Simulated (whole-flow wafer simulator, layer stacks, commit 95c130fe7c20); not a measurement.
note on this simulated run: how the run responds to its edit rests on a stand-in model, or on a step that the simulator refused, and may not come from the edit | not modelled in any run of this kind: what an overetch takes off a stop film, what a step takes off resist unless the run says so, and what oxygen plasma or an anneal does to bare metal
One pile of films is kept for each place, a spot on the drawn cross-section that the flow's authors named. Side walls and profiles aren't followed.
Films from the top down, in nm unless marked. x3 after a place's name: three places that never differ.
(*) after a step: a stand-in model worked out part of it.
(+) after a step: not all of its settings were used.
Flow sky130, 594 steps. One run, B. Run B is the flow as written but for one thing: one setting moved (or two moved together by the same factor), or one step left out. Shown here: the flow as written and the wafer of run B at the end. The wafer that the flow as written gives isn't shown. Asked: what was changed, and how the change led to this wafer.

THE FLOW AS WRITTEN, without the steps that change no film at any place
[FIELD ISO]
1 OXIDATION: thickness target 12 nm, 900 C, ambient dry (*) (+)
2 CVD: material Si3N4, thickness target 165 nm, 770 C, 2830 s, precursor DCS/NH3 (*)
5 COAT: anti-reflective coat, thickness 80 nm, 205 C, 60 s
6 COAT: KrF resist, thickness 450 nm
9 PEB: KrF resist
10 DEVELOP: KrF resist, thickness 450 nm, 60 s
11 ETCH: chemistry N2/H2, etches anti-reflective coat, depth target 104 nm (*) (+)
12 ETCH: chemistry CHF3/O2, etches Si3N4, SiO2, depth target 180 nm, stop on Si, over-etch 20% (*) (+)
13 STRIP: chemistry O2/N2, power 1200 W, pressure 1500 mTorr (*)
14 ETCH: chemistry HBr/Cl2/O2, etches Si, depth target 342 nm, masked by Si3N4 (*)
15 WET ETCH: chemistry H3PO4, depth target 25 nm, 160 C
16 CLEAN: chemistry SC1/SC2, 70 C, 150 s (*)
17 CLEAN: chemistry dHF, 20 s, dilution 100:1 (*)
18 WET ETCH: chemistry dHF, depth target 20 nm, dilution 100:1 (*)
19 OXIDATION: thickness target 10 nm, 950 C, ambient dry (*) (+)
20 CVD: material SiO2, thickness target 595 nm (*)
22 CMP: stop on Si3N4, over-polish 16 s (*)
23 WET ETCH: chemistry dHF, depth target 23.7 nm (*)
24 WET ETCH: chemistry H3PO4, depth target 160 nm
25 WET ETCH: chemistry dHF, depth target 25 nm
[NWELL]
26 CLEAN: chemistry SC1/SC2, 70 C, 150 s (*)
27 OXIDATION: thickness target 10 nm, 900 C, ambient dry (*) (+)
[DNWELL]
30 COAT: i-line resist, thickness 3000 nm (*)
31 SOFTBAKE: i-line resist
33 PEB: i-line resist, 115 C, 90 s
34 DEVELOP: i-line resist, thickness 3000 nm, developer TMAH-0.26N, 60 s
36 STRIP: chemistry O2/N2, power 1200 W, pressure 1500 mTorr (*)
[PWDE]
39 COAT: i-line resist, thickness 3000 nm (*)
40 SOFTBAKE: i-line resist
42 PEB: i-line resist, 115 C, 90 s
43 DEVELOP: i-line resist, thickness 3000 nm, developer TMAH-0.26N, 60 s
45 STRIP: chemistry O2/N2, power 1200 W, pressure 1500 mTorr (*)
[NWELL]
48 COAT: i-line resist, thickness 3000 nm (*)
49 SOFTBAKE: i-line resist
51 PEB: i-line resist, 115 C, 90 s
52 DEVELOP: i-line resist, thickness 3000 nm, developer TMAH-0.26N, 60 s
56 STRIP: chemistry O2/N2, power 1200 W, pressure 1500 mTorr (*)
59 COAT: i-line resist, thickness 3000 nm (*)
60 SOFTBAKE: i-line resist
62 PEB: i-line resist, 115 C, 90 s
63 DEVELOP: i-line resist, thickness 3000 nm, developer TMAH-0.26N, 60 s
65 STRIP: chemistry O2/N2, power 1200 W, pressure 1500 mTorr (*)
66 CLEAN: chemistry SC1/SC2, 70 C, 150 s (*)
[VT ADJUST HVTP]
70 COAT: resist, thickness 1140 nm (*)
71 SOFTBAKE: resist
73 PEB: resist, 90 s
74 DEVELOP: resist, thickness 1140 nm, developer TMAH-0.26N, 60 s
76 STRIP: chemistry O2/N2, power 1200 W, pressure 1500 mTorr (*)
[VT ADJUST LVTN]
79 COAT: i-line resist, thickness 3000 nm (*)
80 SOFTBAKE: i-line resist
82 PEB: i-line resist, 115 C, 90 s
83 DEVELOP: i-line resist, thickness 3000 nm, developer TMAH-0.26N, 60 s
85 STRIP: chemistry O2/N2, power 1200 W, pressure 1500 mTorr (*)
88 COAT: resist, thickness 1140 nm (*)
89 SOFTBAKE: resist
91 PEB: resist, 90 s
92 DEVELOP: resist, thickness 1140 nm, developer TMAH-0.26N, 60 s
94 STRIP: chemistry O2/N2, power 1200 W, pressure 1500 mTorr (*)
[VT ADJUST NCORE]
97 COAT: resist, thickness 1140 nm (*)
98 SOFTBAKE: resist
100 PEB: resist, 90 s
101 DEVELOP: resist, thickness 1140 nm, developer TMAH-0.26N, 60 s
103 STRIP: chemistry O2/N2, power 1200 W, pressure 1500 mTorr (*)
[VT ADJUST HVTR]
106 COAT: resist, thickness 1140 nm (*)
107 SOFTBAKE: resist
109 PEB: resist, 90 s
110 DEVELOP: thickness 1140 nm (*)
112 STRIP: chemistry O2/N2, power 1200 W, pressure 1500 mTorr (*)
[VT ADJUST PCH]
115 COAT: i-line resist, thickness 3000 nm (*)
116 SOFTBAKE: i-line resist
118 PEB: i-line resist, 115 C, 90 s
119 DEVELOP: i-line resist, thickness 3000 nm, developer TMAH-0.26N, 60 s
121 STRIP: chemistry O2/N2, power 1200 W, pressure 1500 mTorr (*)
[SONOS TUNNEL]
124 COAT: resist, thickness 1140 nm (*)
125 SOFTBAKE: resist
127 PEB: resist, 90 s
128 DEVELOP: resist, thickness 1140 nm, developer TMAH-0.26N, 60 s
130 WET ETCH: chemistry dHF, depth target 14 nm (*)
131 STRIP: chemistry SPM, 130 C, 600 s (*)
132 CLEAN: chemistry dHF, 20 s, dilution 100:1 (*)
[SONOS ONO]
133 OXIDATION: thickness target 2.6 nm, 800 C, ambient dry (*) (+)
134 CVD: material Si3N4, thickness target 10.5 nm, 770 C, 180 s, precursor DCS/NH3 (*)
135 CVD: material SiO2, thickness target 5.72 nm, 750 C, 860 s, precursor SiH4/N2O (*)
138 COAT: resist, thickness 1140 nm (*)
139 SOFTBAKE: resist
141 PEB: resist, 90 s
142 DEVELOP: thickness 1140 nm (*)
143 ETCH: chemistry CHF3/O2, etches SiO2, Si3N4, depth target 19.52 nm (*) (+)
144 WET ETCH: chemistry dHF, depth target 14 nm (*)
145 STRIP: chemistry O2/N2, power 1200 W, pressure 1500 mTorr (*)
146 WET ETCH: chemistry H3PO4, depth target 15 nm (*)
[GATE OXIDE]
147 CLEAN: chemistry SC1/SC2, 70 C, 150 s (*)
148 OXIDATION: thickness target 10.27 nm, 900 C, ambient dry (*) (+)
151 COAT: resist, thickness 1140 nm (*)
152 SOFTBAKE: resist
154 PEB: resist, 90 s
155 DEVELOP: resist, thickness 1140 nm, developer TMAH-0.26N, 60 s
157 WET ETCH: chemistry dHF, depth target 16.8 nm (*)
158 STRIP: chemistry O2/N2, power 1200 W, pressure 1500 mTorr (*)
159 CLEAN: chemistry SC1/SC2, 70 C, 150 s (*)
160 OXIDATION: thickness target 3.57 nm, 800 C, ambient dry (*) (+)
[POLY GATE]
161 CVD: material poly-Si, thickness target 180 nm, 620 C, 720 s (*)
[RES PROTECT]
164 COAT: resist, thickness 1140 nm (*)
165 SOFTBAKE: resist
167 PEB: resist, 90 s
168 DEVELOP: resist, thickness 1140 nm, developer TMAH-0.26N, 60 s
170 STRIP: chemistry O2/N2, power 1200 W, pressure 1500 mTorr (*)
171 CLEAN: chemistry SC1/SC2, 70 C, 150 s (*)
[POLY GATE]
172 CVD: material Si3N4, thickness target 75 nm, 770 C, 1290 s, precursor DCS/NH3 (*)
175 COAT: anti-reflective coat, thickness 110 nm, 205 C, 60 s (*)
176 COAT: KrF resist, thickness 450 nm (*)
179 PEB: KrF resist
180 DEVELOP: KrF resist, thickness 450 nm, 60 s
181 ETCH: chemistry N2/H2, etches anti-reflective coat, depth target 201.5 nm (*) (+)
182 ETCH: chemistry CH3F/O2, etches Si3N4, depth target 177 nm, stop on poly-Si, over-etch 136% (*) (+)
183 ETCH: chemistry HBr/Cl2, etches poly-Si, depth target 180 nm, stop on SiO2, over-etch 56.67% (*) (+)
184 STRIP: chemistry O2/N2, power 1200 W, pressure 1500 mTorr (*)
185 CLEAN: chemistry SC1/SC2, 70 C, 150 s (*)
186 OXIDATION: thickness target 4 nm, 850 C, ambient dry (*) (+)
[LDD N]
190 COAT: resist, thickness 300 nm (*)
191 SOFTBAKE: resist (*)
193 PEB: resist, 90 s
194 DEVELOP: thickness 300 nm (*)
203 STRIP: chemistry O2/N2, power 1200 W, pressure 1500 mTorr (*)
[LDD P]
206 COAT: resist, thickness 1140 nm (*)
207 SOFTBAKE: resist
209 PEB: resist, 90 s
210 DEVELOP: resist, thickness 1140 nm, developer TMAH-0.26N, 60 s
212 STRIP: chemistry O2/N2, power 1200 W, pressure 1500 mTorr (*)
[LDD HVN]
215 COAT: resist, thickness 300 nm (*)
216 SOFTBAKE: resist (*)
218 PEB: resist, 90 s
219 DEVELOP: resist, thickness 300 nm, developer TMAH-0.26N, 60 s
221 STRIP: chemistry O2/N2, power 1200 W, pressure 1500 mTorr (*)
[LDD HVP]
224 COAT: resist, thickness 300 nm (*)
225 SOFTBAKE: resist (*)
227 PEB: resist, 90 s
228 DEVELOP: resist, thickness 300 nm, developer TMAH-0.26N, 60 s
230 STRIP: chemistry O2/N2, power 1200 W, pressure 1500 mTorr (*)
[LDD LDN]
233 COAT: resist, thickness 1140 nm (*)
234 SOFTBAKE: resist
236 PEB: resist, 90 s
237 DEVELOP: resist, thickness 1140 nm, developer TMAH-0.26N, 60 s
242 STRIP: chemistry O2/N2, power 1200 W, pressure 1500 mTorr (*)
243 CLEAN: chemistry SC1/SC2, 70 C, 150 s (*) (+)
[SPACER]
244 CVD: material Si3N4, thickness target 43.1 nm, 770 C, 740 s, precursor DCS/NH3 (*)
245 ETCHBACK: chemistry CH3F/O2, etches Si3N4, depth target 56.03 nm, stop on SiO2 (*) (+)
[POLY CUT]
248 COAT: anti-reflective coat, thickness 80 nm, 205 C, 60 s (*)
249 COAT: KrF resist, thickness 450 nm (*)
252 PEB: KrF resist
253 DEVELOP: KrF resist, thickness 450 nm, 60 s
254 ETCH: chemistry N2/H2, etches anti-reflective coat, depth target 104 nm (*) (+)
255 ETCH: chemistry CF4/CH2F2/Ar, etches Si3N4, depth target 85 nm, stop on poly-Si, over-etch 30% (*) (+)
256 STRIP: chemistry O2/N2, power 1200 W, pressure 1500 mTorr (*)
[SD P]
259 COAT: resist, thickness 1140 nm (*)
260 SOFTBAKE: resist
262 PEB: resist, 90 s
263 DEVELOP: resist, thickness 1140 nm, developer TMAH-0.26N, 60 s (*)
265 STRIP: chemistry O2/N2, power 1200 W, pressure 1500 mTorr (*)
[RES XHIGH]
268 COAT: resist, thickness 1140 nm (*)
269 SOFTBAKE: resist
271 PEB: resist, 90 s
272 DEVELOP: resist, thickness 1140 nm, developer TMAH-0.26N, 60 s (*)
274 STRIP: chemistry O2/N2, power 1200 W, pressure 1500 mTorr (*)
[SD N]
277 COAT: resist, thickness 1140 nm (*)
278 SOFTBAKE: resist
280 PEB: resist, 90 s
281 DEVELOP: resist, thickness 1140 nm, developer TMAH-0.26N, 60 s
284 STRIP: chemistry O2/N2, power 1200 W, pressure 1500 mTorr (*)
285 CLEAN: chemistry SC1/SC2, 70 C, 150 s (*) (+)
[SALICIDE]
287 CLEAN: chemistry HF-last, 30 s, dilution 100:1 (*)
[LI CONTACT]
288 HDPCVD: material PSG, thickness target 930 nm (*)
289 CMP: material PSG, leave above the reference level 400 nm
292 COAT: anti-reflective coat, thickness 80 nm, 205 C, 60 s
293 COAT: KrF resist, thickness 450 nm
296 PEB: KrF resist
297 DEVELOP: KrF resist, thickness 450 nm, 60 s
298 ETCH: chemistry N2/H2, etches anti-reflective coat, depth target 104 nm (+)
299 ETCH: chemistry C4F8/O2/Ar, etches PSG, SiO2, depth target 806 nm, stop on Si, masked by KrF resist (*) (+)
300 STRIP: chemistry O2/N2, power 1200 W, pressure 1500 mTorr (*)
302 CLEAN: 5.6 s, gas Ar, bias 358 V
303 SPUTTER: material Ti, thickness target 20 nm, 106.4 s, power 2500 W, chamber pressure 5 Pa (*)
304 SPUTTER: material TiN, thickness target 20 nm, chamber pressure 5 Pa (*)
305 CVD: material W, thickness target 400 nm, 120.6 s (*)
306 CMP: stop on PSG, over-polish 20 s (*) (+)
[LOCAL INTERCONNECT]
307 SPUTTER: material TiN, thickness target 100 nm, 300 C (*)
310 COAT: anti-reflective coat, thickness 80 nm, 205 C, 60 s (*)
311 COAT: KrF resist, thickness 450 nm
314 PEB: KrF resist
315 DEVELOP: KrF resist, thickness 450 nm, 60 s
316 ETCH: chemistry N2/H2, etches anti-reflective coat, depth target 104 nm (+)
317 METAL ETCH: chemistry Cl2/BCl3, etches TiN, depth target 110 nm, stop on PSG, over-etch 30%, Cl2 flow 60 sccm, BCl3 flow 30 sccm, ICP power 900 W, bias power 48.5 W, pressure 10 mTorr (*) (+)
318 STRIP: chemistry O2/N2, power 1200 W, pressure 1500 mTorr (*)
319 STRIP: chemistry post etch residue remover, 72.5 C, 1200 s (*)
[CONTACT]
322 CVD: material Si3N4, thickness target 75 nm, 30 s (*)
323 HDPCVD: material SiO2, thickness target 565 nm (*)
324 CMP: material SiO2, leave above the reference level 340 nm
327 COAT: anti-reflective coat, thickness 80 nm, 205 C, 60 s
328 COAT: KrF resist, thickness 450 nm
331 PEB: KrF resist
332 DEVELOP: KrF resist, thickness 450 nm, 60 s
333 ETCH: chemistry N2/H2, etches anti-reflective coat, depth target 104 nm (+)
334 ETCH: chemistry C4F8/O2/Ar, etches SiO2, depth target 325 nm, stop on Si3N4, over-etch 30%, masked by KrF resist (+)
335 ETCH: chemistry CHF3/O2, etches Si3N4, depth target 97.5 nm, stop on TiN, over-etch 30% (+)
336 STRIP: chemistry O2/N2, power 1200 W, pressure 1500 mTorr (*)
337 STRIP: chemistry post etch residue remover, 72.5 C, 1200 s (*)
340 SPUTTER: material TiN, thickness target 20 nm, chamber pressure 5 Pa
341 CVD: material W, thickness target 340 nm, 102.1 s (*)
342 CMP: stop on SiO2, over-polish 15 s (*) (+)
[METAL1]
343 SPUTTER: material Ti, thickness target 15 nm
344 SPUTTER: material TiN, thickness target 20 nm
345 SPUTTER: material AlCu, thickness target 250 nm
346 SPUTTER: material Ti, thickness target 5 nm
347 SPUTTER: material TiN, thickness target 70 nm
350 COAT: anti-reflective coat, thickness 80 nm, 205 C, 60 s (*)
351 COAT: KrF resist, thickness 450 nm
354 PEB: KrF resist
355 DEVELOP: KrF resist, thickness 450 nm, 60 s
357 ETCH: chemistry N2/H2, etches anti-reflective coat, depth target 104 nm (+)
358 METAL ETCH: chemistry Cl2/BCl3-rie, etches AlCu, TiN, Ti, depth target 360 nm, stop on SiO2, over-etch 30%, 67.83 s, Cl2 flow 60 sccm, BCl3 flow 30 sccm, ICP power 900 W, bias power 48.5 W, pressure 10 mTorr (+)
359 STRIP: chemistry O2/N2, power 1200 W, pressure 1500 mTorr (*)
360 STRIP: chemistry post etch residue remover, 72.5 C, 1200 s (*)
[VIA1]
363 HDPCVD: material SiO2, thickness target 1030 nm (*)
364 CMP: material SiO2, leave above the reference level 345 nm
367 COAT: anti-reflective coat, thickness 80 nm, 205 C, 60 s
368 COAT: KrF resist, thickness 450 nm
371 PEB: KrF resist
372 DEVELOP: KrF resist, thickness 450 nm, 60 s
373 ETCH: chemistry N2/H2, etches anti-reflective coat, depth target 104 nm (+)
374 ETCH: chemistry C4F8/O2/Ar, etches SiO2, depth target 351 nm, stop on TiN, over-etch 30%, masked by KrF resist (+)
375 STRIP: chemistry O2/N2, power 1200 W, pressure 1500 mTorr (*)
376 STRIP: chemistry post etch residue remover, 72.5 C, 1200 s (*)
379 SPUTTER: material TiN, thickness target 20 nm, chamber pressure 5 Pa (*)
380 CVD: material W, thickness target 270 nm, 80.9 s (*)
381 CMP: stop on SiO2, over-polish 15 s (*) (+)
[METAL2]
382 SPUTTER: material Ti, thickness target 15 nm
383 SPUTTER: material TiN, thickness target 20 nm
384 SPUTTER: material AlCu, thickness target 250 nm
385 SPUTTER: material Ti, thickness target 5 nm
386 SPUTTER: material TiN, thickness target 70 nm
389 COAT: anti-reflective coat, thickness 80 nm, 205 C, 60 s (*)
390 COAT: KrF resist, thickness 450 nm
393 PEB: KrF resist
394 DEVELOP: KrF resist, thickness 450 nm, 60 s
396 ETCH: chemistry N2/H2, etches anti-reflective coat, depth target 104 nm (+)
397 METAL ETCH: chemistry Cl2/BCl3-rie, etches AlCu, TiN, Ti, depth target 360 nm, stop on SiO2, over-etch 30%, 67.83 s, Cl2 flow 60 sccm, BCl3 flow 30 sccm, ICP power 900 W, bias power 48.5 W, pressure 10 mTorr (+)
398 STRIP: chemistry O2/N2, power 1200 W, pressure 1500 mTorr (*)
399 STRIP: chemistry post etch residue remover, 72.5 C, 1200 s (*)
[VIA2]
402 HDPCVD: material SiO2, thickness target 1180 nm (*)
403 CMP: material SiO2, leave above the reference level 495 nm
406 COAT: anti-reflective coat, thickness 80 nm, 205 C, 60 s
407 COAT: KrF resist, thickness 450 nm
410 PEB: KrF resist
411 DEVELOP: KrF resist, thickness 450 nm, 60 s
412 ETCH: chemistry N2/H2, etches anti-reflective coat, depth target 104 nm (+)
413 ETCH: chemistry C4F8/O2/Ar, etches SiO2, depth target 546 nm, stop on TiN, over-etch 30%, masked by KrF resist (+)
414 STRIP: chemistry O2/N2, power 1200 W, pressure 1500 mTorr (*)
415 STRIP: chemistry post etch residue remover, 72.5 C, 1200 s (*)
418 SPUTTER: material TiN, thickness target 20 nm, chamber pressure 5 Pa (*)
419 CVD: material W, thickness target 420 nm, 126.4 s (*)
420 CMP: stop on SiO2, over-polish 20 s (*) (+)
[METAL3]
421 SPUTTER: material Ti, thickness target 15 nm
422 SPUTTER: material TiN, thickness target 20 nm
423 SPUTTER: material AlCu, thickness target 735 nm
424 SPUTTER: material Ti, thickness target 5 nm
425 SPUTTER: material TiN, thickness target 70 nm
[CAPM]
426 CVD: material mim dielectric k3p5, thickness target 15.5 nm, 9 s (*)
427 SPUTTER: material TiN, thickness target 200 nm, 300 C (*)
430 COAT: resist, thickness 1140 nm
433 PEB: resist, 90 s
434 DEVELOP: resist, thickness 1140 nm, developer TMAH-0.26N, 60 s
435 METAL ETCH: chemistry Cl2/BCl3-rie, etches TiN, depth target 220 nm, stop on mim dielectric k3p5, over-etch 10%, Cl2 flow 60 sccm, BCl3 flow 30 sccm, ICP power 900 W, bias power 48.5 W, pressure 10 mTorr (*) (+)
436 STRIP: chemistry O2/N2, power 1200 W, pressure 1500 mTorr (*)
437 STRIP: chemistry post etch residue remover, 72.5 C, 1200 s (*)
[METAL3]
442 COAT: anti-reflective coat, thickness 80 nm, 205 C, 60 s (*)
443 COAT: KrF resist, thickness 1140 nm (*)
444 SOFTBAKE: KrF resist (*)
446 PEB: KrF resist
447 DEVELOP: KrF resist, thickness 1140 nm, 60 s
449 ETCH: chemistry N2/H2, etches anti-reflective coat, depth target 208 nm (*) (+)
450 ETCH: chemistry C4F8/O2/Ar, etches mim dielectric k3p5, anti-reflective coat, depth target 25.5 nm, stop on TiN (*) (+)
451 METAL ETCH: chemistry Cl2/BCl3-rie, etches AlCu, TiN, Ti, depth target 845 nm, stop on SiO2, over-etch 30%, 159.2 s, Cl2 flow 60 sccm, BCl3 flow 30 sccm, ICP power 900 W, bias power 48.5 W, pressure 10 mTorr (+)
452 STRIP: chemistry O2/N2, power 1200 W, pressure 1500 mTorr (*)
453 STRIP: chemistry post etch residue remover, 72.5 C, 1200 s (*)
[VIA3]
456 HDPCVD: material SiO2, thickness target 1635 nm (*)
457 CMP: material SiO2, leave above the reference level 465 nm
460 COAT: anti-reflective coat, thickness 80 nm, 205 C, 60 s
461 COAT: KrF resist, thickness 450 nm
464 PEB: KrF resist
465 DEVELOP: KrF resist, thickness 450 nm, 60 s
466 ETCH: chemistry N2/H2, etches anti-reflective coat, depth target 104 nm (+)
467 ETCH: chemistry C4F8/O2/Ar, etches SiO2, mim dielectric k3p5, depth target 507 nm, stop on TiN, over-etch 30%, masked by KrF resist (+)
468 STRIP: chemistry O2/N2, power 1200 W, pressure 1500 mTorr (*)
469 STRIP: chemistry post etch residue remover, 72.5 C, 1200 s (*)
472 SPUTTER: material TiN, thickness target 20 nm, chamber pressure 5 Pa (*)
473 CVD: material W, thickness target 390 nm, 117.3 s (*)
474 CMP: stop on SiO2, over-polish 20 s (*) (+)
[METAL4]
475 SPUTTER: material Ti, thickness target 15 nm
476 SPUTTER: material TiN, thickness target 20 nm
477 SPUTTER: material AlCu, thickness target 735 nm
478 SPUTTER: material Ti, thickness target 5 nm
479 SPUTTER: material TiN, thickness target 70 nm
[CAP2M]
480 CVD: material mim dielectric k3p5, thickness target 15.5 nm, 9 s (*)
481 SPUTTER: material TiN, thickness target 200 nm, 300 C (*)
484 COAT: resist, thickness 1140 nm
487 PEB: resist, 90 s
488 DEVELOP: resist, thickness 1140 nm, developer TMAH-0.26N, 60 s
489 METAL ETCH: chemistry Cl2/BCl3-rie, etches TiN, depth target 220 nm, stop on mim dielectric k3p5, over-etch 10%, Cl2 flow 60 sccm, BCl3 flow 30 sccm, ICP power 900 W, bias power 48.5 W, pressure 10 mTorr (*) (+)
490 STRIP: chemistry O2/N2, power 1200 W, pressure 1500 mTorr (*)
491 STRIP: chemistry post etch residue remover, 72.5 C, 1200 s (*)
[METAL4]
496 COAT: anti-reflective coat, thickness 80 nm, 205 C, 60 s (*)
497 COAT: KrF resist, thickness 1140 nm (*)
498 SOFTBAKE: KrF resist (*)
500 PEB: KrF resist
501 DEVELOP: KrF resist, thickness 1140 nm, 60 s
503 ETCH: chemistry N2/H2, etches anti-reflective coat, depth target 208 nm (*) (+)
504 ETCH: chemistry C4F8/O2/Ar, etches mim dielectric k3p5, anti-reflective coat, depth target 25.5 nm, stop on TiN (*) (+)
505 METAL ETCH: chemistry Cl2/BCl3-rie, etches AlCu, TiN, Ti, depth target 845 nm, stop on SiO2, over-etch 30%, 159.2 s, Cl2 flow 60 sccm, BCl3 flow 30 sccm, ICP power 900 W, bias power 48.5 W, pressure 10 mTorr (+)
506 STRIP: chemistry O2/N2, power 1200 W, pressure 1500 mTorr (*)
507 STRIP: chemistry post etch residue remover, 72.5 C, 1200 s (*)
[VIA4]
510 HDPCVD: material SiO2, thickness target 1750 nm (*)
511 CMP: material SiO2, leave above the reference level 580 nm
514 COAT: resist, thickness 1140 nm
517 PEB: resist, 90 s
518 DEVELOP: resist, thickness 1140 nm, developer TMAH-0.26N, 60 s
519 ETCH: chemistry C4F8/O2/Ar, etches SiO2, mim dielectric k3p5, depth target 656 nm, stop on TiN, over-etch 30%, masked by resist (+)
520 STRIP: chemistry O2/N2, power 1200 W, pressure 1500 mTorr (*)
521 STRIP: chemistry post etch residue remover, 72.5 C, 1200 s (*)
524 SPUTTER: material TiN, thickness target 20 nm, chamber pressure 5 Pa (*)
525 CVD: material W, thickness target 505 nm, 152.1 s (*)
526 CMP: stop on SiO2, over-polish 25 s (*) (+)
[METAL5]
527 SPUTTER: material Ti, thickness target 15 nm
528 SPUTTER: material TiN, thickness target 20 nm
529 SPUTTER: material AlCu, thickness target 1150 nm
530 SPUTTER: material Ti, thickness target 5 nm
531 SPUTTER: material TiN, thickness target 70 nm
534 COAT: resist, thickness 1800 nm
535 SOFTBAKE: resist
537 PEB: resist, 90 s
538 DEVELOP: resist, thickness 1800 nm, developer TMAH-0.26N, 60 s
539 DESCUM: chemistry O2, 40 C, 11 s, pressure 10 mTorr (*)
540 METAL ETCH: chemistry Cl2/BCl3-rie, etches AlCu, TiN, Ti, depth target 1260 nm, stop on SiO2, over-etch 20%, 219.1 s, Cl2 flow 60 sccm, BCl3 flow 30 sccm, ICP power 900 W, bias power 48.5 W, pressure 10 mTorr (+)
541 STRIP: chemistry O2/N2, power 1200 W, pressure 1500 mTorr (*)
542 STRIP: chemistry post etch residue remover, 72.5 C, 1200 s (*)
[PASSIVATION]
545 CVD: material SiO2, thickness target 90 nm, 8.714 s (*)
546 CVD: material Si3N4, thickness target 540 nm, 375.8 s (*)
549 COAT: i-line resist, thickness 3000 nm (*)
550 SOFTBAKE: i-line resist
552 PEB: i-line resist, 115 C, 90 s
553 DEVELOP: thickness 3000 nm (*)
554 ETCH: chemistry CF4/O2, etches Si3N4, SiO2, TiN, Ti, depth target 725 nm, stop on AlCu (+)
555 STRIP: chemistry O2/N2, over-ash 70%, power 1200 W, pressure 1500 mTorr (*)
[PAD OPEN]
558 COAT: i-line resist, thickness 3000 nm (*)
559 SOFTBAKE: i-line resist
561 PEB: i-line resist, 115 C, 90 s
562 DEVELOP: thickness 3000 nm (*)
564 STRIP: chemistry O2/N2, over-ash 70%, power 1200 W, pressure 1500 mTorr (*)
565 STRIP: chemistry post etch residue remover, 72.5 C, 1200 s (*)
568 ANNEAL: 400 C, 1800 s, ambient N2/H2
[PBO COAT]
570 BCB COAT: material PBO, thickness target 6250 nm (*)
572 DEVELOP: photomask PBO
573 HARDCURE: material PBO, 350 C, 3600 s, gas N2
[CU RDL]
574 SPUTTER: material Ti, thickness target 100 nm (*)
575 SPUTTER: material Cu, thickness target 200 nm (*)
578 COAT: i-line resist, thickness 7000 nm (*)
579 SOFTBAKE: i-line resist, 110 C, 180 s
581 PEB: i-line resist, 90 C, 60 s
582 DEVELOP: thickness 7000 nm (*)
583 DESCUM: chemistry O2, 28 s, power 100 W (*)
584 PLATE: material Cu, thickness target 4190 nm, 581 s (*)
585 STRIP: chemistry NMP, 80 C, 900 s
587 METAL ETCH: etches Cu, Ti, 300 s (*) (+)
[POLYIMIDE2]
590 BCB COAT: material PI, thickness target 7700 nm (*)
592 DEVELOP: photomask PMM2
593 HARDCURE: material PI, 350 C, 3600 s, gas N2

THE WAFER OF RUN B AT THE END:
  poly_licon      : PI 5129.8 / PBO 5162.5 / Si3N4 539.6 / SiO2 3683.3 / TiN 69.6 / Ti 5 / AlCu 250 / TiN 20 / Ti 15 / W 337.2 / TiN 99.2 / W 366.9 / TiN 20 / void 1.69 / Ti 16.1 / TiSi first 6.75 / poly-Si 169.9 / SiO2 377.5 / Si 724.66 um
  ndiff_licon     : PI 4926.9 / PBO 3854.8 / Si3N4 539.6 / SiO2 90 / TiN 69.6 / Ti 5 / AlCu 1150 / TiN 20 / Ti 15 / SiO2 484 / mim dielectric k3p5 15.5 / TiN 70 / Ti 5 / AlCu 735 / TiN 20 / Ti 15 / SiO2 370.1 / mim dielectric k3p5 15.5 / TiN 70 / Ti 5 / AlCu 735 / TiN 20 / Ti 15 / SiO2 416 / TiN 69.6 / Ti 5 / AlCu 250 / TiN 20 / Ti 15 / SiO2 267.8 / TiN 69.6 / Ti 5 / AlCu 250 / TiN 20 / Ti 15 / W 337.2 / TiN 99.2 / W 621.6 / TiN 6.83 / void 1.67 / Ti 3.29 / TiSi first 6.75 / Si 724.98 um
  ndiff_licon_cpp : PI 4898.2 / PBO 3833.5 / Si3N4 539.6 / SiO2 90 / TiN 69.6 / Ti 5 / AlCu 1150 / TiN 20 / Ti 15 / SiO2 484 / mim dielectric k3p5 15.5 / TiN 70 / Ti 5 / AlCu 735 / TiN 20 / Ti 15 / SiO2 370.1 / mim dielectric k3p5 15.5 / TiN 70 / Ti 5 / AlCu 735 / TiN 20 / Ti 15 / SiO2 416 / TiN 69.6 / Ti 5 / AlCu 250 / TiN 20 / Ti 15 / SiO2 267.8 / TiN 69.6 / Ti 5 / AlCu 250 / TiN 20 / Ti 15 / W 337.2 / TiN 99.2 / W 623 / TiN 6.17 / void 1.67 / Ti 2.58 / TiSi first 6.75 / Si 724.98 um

The cause: step 340, SPUTTER: material TiN, thickness target 20 nm, chamber pressure 5 Pa, was left out.

How the change led to this, step by step:
  342 CMP: stop on SiO2, over-polish 15 s (*) (+)
      field, active, n_well and 184 more: W -340 (all of it), SiO2 -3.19 (as written it would be: W -340 (all of it), TiN -20 (all of it), SiO2 -3.19)
      ndiff_licon, ndiff_licon_cpp, rpo_hd_licon: W -343.7 (as written it would be: W -363.7)
      (and at 1 more place)
